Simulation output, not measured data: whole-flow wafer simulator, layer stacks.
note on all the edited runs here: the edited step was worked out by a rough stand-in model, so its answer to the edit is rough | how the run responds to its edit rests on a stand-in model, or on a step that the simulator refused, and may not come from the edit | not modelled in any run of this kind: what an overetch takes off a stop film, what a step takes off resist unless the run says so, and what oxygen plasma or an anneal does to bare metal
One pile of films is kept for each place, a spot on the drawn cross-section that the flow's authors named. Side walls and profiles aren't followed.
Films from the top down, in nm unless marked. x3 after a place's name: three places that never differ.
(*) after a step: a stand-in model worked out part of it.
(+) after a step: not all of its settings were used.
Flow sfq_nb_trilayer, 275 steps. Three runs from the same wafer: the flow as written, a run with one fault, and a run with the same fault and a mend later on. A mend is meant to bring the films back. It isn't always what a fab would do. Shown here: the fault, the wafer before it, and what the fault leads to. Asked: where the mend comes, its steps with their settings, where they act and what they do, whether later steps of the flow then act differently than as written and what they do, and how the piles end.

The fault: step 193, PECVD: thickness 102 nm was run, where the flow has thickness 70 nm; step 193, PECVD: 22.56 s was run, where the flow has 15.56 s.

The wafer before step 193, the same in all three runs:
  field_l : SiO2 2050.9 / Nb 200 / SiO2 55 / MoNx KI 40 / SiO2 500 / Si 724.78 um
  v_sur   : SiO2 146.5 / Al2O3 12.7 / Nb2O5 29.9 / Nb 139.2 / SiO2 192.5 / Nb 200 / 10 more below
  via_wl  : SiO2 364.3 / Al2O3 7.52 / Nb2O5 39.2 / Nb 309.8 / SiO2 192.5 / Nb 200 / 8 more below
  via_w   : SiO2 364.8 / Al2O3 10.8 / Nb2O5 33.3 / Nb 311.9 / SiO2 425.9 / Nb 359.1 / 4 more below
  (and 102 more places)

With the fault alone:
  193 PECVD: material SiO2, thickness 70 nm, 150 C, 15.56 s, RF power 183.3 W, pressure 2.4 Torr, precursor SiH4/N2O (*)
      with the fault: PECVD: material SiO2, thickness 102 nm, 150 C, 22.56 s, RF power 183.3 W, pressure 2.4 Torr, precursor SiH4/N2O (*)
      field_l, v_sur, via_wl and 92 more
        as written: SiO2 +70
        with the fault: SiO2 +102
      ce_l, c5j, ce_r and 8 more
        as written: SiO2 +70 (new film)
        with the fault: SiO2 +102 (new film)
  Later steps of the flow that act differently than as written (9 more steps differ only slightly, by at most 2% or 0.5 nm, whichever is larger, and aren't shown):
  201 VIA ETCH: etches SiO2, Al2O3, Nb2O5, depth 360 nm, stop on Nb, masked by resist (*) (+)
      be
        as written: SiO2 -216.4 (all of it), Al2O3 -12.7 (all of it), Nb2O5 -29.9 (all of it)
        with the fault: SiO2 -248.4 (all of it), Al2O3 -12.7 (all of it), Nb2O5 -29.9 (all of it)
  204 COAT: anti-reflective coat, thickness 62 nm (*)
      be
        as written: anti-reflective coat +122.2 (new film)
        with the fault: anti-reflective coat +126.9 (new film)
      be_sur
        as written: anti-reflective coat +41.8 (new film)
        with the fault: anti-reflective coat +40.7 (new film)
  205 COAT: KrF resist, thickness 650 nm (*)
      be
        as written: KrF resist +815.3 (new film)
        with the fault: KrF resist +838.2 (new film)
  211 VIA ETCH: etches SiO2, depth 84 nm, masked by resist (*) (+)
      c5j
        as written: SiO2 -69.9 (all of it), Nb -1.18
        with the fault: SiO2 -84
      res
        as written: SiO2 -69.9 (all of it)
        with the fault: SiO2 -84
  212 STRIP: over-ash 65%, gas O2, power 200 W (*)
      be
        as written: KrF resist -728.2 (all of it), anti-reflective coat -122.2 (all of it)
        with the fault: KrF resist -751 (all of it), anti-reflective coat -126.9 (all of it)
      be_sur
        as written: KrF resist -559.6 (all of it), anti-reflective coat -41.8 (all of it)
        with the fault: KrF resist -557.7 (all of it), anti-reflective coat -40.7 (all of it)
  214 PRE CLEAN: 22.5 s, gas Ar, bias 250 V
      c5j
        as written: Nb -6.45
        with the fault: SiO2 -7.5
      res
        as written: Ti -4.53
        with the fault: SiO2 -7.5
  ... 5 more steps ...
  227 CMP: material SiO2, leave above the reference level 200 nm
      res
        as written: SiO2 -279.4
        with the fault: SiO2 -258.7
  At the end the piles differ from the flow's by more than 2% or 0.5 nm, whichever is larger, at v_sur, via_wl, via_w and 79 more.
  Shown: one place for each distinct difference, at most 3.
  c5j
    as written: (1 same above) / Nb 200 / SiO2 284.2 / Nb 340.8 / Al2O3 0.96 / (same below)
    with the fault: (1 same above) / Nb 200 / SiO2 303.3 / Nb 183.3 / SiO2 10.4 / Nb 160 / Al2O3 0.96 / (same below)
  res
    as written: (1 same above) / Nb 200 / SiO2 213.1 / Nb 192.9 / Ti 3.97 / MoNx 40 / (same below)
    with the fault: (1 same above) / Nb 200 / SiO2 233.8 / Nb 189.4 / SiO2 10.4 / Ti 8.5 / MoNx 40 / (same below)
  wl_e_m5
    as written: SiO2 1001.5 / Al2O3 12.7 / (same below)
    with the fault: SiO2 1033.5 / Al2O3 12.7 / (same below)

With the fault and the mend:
  The mend comes after step 199.
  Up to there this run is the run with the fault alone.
  199a STRIP: over-ash 65%, gas O2, power 200 W (*)
      p4_fl x3, p4_w1 x9, p4_g1 x2 and 33 more
        KrF resist -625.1 (all of it), anti-reflective coat -62 (all of it)
      wl_b_m5, wl_b_sr, wl_c_sl and 12 more
        KrF resist -625 (all of it), anti-reflective coat -62 (all of it)
      field_l, v_sur, via_wl, via_w
        KrF resist -625.7 (all of it), anti-reflective coat -62.2 (all of it)
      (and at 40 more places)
  199b VIA ETCH: etches SiO2, depth 32 nm
      field_l, v_sur, via_wl and 103 more
        SiO2 -32
  199c COAT: anti-reflective coat, thickness 62 nm (*) (the flow's step 194 once more)
      p4_fl x3, p4_w1 x9, p4_g1 x2 and 50 more
        anti-reflective coat +62 (new film)
      via_wr, via_sp, via_v, wire, lsp_r, l0_sur, l0v
        anti-reflective coat +62.3 (new film)
      be, be_sur, gap, lsp_m, ln_m6
        anti-reflective coat +62.4 (new film)
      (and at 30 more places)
  199d COAT: KrF resist, thickness 650 nm (*) (the flow's step 195 once more)
      p4_fl x3, p4_w1 x9, p4_g1 x2 and 33 more
        KrF resist +650 (new film)
      wl_b_m5, wl_b_sr, wl_c_sl and 12 more
        KrF resist +649.9 (new film)
      field_l, v_sur, via_wl, via_w
        KrF resist +650.6 (new film)
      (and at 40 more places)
  199e SOFTBAKE: KrF resist (the flow's step 196 once more)
      changes no film at any place that is followed
  199f EXPOSE: photomask I5, dose 12.41 mJ/cm2, NA 0.6, wavelength 248 nm (*) (the flow's step 197 once more)
      changes no film at any place that is followed
  199g PEB: KrF resist, 90 s (the flow's step 198 once more)
      field_l, v_sur, via_wl and 87 more
        KrF resist -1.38
      jj_sur, ce_l, sp_r, moat, field_r, wl_jj
        KrF resist -1.39
      be_r, r_sur, res, r_end
        KrF resist -1.33
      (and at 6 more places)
  199h DEVELOP: KrF resist, thickness 650 nm, 60 s (the flow's step 199 once more)
      field_l, v_sur, via_wl and 102 more
        KrF resist -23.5
      be
        KrF resist -649.8 (all of it)
  No later step of the flow acts differently than as written, at any place that is followed, by more than 2% or 0.5 nm, whichever is larger.
  At the end the piles are the same as the flow's at every place that both follow.
